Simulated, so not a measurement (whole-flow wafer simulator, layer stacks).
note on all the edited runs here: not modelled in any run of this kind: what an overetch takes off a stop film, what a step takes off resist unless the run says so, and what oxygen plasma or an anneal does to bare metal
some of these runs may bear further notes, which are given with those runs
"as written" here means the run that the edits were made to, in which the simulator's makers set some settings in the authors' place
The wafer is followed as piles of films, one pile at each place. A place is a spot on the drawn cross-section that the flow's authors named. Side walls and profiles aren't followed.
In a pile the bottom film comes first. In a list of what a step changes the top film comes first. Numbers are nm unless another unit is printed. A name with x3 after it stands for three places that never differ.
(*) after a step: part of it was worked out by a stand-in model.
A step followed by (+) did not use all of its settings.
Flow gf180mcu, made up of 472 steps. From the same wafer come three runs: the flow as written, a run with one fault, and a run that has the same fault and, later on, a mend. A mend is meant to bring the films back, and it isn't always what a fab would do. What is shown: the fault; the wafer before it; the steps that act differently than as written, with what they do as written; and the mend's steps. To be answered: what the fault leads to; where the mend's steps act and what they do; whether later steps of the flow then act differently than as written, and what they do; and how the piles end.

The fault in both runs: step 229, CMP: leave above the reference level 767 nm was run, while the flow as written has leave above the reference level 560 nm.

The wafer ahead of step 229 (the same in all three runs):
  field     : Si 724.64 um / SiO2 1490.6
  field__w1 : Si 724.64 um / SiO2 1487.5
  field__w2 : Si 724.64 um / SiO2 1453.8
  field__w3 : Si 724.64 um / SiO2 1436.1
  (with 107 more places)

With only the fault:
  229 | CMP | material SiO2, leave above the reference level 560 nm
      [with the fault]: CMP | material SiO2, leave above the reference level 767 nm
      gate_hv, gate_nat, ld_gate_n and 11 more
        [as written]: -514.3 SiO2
        [with the fault]: -307.3 SiO2
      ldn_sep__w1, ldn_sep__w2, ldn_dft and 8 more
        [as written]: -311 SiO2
        [with the fault]: -104 SiO2
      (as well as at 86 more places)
  Steps later in the flow that act otherwise than as written:
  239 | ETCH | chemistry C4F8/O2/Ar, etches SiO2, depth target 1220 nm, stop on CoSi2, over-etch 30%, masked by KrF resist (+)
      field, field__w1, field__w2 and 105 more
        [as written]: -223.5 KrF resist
        [with the fault]: -244 KrF resist
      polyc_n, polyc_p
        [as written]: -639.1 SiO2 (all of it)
        [with the fault]: -846.1 SiO2 (all of it)
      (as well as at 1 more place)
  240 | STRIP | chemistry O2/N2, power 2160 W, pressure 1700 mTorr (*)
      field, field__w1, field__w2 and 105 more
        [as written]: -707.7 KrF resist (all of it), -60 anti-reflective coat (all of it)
        [with the fault]: -687.2 KrF resist (all of it), -60 anti-reflective coat (all of it)
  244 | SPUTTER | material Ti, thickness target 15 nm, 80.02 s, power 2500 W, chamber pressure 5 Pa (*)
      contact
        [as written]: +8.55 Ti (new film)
        [with the fault]: +7.58 Ti (new film)
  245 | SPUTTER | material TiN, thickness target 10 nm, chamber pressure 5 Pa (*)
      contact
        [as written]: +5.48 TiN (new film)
        [with the fault]: +4.88 TiN (new film)
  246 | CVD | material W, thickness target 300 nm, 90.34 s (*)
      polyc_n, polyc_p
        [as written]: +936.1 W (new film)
        [with the fault]: +1143.1 W (new film)
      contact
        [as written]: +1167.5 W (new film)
        [with the fault]: +1376.1 W (new film)
  At field, field__w1, field__w2 and 109 more, the piles at the end differ from the flow's by more than 2% or 0.5 nm, whichever is larger.
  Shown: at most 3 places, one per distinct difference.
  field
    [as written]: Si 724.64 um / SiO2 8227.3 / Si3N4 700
    [with the fault]: Si 724.64 um / SiO2 8434.3 / Si3N4 700
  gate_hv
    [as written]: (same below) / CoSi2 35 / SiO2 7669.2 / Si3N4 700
    [with the fault]: (same below) / CoSi2 35 / SiO2 7876.2 / Si3N4 700
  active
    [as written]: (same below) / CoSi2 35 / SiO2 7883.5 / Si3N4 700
    [with the fault]: (same below) / CoSi2 35 / SiO2 8090.5 / Si3N4 700

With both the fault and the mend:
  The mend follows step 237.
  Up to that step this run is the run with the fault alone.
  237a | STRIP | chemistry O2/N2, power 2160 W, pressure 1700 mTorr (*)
      field, field__w1, field__w2 and 105 more
        -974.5 KrF resist (all of it), -60 anti-reflective coat (all of it)
      contact, polyc_n, polyc_p
        -60 anti-reflective coat (all of it)
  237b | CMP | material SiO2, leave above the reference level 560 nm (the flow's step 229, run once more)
      field, field__w1, field__w2 and 108 more
        -207 SiO2
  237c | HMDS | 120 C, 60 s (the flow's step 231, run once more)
      leaves every film unchanged at each place that is followed
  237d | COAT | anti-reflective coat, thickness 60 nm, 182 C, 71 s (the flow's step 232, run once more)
      field, field__w1, field__w2 and 108 more
        +60 anti-reflective coat (new film)
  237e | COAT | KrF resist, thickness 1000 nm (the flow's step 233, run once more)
      field, field__w1, field__w2 and 108 more
        +1000 KrF resist (new film)
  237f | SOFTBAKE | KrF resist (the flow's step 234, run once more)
      leaves every film unchanged at each place that is followed
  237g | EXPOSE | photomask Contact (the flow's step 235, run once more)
      leaves every film unchanged at each place that is followed
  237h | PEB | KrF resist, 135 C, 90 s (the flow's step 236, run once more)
      field, field__w1, field__w2 and 108 more
        -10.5 KrF resist
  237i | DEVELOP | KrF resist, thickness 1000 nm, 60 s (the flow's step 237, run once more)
      field, field__w1, field__w2 and 105 more
        -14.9 KrF resist
      contact, polyc_n, polyc_p
        -989.5 KrF resist (all of it)
  Every later step of the flow that is run acts as written at every place that is followed.
  The piles end the same as the flow's at every place that both follow.
